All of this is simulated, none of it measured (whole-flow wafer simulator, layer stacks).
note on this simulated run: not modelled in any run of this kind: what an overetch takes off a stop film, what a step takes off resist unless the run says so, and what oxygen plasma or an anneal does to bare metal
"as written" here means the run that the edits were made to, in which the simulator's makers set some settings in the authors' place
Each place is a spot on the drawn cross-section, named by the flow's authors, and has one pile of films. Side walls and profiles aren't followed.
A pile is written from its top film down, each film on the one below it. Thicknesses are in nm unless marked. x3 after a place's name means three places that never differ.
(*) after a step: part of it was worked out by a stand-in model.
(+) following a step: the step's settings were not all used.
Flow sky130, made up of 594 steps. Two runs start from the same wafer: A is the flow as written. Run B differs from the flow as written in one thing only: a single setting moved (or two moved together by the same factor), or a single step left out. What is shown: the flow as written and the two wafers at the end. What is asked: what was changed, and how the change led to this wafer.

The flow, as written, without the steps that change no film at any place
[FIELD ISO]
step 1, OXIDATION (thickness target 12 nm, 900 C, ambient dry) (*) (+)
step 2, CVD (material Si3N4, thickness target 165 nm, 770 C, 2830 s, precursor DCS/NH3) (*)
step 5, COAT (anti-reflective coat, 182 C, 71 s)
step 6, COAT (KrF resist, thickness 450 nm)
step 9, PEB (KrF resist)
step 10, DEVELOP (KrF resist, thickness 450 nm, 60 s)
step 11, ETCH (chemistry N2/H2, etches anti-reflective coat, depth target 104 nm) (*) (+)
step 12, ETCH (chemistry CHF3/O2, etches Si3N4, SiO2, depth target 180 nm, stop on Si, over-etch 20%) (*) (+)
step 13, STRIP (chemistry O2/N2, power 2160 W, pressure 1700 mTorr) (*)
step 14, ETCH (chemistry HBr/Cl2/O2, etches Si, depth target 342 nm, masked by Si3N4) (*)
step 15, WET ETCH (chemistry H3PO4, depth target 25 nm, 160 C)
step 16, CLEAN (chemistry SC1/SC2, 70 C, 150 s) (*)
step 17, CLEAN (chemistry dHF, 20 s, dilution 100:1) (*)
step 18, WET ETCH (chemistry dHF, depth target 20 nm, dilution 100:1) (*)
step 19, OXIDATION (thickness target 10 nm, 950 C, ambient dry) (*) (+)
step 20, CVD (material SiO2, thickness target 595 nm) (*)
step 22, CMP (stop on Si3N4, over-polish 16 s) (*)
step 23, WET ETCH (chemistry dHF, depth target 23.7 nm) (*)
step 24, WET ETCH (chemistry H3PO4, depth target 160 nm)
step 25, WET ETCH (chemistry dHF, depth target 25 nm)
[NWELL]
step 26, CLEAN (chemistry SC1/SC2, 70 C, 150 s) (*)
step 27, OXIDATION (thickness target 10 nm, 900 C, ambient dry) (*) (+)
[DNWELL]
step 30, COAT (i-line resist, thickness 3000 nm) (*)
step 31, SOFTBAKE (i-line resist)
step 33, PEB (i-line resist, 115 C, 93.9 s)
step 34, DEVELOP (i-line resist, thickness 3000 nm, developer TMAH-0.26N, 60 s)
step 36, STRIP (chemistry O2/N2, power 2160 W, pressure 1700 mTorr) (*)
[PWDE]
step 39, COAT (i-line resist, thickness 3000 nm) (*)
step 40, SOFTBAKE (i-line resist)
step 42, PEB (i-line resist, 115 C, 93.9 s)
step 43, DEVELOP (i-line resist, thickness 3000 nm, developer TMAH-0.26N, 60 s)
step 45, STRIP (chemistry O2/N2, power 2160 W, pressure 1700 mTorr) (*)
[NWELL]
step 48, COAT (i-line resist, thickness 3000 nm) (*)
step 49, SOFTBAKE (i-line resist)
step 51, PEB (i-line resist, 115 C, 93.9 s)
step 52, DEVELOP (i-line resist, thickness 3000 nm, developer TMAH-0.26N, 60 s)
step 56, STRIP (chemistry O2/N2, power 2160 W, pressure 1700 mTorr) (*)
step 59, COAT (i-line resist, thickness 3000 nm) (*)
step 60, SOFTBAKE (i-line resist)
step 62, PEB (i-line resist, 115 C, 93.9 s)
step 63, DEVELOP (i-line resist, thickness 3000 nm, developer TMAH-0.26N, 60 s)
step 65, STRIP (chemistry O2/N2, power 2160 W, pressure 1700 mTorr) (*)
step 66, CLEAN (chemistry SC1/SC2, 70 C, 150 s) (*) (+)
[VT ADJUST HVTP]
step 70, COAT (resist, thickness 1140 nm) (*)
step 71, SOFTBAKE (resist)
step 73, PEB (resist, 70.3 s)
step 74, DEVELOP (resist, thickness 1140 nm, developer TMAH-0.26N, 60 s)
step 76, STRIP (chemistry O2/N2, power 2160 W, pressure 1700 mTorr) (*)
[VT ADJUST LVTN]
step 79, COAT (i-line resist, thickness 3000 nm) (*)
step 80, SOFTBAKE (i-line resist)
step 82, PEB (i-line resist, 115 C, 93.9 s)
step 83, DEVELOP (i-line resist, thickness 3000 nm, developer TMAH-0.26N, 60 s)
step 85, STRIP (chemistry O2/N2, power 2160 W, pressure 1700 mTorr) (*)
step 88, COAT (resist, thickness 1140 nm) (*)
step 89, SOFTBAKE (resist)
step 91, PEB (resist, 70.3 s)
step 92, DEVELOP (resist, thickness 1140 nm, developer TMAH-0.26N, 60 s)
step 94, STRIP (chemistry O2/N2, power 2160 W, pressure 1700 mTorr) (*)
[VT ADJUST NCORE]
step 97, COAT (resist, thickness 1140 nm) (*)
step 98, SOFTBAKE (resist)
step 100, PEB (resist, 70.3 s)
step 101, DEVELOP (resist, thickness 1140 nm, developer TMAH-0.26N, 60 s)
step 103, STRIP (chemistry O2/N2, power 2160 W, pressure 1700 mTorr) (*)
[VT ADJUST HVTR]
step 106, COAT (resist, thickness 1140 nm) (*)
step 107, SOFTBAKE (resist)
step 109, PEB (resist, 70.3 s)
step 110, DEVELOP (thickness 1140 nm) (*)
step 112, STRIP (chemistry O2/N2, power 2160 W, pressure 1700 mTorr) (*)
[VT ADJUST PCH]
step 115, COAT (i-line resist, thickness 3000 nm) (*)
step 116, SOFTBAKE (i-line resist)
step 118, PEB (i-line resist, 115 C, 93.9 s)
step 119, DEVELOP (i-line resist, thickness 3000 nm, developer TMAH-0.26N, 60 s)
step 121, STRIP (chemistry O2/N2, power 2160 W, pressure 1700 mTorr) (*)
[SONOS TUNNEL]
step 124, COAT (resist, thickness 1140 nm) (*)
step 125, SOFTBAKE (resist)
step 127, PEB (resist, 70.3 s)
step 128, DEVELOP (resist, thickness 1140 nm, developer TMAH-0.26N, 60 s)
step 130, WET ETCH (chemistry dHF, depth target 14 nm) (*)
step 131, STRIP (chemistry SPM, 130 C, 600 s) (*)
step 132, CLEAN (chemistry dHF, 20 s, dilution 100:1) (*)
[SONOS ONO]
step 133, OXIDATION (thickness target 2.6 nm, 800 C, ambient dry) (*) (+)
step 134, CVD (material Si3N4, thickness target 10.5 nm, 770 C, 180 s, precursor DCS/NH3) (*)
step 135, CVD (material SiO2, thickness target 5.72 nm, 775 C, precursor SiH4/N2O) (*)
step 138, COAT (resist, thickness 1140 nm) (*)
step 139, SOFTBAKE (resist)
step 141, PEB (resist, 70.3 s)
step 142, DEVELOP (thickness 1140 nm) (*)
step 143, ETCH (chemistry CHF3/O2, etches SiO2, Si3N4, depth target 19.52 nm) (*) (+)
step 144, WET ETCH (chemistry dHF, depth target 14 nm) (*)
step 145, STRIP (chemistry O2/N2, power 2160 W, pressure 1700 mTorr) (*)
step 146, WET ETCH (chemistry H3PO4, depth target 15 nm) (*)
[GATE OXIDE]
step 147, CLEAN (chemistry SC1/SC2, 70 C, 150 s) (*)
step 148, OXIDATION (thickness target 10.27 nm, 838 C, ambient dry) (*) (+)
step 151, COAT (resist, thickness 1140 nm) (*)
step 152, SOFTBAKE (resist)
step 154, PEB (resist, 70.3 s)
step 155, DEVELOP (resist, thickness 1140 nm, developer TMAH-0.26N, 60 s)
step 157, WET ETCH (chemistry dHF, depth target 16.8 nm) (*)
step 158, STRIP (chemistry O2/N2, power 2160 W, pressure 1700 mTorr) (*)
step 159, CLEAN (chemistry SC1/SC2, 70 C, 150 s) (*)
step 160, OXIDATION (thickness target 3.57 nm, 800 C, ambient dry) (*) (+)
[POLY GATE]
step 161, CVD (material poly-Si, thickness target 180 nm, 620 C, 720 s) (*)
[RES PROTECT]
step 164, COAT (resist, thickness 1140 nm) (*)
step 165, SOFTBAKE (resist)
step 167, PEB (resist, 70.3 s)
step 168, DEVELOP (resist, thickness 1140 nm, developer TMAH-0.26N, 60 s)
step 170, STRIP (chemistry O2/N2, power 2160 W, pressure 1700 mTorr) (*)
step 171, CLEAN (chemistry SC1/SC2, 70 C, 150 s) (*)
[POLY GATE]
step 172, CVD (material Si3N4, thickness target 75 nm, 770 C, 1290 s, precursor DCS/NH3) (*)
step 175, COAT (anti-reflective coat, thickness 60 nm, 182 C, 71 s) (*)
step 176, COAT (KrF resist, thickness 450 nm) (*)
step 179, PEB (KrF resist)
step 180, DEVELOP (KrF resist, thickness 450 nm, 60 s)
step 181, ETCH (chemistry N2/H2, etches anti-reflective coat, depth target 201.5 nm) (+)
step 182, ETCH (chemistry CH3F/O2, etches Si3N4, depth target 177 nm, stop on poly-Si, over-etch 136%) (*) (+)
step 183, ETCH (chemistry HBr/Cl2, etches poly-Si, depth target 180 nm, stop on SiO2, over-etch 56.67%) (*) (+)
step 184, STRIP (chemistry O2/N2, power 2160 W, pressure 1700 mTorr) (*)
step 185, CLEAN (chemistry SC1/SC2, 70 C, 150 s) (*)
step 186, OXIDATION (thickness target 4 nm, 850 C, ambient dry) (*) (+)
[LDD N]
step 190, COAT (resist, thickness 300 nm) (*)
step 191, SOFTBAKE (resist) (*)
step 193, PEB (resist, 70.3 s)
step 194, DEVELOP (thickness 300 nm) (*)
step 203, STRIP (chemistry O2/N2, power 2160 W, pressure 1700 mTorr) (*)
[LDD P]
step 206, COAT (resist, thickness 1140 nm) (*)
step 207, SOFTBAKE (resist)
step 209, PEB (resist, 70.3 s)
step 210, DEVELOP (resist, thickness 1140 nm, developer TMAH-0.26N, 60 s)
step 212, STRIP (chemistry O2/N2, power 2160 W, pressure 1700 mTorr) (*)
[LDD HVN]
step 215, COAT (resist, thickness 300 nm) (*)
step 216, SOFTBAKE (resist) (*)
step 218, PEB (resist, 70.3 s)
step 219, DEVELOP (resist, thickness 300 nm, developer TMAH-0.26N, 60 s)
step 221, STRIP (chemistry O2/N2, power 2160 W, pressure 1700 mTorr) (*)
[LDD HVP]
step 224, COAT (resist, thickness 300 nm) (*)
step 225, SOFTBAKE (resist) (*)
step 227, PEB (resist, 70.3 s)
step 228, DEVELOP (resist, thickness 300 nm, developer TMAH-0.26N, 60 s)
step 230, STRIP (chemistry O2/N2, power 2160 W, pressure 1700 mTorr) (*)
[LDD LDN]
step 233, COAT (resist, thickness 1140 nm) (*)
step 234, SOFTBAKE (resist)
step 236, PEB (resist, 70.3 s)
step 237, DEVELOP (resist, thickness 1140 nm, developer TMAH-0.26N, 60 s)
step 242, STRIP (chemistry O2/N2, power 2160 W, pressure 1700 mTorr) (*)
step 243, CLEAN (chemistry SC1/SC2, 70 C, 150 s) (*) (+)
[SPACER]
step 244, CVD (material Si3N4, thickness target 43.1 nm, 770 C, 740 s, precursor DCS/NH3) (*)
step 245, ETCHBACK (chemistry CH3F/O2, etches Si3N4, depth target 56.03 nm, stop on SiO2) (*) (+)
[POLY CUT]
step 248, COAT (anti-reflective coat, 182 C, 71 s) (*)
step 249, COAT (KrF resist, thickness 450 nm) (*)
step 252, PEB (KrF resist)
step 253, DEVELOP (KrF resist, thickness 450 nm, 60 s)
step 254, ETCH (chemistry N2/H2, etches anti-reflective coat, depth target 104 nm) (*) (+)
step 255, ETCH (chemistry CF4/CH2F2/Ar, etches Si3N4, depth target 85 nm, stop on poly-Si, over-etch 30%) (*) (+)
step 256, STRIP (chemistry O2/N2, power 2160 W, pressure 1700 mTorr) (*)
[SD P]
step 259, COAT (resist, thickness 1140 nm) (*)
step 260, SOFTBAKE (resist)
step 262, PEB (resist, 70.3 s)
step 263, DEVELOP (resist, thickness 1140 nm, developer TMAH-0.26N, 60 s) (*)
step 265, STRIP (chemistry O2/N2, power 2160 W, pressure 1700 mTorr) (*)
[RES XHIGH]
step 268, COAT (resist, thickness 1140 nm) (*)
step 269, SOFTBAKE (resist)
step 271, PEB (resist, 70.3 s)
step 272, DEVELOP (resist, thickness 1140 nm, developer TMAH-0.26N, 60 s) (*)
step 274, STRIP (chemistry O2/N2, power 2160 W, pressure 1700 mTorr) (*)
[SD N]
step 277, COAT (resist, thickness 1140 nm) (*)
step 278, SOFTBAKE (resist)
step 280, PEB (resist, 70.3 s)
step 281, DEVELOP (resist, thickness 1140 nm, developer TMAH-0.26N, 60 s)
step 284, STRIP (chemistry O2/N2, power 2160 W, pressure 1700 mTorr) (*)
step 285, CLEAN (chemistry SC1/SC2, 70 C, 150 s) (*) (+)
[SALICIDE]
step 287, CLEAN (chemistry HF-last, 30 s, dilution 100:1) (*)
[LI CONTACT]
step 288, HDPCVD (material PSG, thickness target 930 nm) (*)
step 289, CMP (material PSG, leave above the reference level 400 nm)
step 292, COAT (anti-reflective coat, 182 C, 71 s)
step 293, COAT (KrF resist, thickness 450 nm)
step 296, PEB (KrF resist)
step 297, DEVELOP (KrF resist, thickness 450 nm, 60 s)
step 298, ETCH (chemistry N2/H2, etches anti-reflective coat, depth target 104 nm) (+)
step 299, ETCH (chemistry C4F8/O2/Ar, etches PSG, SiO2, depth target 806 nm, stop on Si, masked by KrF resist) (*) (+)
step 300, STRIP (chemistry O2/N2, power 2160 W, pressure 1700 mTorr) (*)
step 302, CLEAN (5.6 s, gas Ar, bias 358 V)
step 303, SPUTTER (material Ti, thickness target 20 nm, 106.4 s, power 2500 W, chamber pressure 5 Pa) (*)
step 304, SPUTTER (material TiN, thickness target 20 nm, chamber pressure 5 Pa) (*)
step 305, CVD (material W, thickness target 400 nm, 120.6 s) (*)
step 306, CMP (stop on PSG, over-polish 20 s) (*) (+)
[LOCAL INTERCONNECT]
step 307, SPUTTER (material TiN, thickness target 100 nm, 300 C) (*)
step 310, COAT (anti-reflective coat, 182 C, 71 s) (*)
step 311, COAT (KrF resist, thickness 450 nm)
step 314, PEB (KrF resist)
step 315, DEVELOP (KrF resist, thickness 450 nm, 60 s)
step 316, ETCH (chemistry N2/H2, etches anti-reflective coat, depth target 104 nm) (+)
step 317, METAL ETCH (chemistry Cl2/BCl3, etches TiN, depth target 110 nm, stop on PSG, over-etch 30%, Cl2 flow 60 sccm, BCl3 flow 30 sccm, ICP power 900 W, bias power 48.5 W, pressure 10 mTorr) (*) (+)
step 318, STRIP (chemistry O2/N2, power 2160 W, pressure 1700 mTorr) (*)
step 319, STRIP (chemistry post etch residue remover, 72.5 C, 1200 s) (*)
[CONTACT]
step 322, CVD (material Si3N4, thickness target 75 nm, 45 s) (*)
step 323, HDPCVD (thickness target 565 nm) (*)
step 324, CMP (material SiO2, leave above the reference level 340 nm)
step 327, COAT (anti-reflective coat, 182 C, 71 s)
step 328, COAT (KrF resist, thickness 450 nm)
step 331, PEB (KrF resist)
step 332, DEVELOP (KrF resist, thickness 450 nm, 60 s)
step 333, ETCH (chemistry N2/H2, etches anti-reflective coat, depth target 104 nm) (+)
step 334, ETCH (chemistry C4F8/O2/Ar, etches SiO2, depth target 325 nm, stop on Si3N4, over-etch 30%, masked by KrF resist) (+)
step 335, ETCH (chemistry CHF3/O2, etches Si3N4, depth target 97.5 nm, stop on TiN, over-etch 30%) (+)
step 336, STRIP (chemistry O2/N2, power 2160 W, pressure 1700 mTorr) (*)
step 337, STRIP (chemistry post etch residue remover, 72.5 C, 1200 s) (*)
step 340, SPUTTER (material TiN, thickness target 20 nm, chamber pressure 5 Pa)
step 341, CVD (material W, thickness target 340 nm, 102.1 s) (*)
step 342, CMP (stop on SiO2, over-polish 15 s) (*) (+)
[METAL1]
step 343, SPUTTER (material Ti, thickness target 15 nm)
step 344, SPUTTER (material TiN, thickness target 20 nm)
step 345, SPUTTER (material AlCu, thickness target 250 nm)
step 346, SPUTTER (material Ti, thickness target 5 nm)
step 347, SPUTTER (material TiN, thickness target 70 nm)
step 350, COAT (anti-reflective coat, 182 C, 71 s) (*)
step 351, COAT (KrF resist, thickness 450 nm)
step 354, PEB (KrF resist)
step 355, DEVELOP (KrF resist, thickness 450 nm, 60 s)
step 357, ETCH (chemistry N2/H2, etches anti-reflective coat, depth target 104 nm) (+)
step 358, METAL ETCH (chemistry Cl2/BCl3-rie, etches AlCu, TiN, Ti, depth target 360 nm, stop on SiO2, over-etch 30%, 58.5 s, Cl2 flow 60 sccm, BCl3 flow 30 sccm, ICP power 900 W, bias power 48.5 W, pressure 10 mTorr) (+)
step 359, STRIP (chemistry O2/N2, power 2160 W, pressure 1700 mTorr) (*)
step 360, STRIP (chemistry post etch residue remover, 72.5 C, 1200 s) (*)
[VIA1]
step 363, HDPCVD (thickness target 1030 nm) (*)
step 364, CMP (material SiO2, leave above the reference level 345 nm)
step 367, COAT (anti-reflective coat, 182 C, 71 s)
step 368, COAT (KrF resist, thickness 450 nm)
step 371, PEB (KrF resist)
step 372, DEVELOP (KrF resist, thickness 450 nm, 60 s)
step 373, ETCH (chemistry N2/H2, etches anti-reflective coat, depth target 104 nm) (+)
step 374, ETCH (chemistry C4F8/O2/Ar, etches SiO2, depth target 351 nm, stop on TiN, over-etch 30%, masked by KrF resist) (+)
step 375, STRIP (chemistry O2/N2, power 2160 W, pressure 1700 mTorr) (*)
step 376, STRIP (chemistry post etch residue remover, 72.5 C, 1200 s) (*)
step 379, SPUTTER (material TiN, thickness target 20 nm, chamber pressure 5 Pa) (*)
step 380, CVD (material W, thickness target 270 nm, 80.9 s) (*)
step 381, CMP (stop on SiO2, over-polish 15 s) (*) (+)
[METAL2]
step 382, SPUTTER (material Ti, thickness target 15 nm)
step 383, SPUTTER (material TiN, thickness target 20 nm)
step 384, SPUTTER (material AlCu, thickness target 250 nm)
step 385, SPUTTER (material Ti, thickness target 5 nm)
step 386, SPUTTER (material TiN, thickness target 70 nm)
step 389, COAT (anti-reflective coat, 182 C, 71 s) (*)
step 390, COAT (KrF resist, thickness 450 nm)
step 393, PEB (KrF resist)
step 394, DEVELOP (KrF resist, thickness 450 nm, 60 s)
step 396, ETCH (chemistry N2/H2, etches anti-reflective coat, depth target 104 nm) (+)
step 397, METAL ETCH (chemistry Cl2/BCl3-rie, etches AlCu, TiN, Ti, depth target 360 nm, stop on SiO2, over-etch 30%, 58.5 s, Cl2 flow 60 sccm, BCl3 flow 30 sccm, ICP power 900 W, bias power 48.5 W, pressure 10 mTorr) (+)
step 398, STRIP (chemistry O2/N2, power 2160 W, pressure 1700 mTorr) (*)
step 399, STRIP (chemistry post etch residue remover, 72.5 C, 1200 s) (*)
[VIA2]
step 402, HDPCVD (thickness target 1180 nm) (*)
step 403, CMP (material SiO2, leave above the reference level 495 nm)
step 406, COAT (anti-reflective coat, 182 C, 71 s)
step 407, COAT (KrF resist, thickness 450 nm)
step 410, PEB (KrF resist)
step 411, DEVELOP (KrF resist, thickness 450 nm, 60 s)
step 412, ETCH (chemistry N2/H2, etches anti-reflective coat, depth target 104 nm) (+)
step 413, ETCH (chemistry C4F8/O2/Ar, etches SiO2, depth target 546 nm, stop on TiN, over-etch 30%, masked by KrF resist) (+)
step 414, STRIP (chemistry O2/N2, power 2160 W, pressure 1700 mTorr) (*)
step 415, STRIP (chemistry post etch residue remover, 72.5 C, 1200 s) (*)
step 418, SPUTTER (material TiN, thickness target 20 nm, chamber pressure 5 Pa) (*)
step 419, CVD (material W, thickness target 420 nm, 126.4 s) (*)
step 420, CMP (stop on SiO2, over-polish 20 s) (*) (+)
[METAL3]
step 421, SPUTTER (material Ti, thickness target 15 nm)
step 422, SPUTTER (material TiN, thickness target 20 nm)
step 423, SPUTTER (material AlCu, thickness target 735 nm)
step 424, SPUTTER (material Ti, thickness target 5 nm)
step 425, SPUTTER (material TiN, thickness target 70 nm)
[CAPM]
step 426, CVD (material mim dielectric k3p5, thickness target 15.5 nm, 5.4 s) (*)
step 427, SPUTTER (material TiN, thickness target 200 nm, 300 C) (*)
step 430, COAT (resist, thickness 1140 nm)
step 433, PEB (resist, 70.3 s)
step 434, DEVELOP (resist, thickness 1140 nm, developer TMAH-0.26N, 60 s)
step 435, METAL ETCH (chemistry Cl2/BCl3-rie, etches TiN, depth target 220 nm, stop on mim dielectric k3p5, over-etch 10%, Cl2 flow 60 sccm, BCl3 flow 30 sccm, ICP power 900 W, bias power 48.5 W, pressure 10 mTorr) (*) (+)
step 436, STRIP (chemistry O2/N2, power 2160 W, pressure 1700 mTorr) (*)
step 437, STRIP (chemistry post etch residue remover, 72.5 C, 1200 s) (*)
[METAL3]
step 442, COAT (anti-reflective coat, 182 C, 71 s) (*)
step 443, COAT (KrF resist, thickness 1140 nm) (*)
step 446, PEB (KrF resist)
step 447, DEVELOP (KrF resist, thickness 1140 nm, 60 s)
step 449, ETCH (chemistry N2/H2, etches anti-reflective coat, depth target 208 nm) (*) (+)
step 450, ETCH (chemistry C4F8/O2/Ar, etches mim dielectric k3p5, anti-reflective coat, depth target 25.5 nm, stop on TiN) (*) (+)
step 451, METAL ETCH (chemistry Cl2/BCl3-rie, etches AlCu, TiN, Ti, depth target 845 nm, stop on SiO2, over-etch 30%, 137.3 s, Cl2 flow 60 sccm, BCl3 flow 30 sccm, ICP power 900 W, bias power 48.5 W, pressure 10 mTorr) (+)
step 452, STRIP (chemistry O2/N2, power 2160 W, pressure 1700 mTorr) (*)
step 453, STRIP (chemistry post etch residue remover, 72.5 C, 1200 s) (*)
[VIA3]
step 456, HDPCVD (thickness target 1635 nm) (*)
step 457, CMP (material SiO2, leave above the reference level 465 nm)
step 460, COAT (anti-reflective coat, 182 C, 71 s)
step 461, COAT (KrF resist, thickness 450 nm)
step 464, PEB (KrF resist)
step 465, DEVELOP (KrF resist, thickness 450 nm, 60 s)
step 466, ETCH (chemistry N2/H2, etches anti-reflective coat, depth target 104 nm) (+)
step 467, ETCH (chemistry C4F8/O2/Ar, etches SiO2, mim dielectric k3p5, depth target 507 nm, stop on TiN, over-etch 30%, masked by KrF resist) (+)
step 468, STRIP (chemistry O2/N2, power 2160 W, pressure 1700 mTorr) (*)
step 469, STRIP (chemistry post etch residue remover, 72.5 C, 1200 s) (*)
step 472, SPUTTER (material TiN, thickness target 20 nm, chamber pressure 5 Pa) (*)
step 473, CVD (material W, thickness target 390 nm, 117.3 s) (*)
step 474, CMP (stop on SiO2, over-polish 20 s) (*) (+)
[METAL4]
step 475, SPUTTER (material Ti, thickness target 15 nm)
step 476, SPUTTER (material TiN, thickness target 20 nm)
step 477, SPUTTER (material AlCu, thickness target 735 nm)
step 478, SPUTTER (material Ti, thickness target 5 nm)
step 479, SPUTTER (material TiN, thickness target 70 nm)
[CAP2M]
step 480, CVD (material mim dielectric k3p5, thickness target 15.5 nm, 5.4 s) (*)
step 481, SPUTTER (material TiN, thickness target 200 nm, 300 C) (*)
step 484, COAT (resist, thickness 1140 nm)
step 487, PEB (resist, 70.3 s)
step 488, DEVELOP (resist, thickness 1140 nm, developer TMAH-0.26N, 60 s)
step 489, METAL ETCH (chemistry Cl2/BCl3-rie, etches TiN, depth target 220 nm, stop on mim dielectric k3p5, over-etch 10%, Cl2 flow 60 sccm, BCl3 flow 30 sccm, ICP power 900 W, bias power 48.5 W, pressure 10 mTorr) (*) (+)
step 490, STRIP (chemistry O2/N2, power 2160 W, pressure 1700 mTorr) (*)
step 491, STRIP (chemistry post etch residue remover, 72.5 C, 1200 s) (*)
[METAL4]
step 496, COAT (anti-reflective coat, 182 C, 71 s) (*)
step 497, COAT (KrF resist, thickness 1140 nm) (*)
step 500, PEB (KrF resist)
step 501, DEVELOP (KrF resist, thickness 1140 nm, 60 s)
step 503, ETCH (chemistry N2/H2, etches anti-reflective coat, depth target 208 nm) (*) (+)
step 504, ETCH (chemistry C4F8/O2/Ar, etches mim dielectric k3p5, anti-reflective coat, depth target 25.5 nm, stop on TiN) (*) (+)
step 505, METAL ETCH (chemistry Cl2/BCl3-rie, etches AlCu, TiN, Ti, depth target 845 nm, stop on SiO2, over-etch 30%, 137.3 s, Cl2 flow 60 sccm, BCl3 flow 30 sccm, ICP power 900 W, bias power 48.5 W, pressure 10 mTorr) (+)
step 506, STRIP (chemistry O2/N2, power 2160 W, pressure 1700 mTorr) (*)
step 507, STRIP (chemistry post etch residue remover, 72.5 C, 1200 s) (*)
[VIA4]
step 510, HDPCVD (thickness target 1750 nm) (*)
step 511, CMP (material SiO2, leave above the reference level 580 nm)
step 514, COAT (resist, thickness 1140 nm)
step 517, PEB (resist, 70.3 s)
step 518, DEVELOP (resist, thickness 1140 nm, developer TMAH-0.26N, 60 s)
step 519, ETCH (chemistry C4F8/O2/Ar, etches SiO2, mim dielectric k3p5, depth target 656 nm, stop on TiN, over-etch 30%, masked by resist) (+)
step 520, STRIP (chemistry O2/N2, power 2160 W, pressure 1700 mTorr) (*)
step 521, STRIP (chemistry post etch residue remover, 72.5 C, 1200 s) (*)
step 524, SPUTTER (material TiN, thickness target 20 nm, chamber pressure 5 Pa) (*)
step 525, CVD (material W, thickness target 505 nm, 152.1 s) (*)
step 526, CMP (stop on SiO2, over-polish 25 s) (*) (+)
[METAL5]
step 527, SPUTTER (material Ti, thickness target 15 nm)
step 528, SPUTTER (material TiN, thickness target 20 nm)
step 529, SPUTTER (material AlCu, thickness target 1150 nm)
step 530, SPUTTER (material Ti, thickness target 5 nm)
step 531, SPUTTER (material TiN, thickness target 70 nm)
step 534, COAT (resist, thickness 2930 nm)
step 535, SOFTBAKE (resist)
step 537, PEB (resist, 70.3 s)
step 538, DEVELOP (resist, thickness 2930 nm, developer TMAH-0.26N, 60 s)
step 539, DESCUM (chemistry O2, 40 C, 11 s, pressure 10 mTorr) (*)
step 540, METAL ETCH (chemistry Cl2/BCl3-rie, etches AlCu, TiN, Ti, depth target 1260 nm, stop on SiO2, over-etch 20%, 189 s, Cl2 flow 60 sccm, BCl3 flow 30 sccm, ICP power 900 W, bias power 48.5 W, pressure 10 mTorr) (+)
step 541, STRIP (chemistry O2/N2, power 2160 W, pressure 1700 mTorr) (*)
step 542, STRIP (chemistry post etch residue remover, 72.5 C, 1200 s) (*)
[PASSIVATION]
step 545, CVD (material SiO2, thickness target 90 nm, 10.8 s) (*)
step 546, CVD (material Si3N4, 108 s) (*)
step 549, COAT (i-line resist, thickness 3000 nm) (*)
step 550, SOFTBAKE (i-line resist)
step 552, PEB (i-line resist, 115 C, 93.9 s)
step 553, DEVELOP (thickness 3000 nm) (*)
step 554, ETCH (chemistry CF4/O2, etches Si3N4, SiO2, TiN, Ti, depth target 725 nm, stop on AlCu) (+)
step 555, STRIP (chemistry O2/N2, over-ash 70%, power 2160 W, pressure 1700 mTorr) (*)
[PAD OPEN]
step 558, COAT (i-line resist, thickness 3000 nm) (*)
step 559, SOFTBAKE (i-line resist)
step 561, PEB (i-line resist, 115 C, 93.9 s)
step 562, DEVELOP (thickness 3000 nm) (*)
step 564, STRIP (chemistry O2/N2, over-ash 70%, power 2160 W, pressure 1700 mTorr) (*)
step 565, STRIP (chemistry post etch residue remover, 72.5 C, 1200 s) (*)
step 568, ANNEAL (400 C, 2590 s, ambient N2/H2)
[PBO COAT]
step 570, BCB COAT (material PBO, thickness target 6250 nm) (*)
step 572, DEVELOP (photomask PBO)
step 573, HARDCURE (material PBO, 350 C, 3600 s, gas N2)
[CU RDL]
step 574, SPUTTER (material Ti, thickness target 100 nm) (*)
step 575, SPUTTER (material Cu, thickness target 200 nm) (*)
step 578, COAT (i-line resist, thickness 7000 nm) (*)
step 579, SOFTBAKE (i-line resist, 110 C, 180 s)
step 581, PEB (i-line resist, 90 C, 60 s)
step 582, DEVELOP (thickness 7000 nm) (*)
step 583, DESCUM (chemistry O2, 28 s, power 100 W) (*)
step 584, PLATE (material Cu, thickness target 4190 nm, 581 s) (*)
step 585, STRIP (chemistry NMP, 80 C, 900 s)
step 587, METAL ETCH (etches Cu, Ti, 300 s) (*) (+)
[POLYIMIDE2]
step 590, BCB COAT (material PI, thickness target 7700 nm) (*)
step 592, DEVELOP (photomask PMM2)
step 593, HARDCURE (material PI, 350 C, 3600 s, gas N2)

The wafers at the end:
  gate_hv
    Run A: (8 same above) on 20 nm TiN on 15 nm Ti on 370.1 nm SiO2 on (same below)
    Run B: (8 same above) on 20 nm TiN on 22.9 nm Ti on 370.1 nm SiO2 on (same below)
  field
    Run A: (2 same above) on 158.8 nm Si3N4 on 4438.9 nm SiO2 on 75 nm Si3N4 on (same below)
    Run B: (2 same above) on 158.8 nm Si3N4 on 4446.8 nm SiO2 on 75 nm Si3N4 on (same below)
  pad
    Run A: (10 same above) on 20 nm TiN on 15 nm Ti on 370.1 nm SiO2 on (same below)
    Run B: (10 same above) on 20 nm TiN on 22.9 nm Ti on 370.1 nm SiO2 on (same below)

The reason: step 475, SPUTTER: thickness target 22.9 nm was run, while the flow as written has thickness target 15 nm.
One can read it off the wafer: gate_hv has Ti 22.9, and step 475 as written asks for 15 nm.

The path from the change to this, step by step:
  step 475, SPUTTER (material Ti, thickness target 15 nm)
      field, active, n_well and 189 more: A +15 Ti (new film) | B +22.9 Ti (new film)
  step 505, METAL ETCH (chemistry Cl2/BCl3-rie, etches AlCu, TiN, Ti, depth target 845 nm, stop on SiO2, over-etch 30%, 137.3 s, Cl2 flow 60 sccm, BCl3 flow 30 sccm, ICP power 900 W, bias power 48.5 W, pressure 10 mTorr) (+)
      field, gate, spacer and 68 more: A -70 TiN (all of it), -5 Ti (all of it), -735 AlCu (all of it), -20 TiN (all of it), -15 Ti (all of it), -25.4 SiO2 | B -70 TiN (all of it), -5 Ti (all of it), -735 AlCu (all of it), -20 TiN (all of it), -22.9 Ti (all of it), -24.6 SiO2
      active, vpp_iso1, mim_edge_plate and 14 more: A -70 TiN (all of it), -5 Ti (all of it), -735 AlCu (all of it), -20 TiN (all of it), -15 Ti (all of it), -25.3 SiO2 | B -70 TiN (all of it), -5 Ti (all of it), -735 AlCu (all of it), -20 TiN (all of it), -22.9 Ti (all of it), -24.6 SiO2
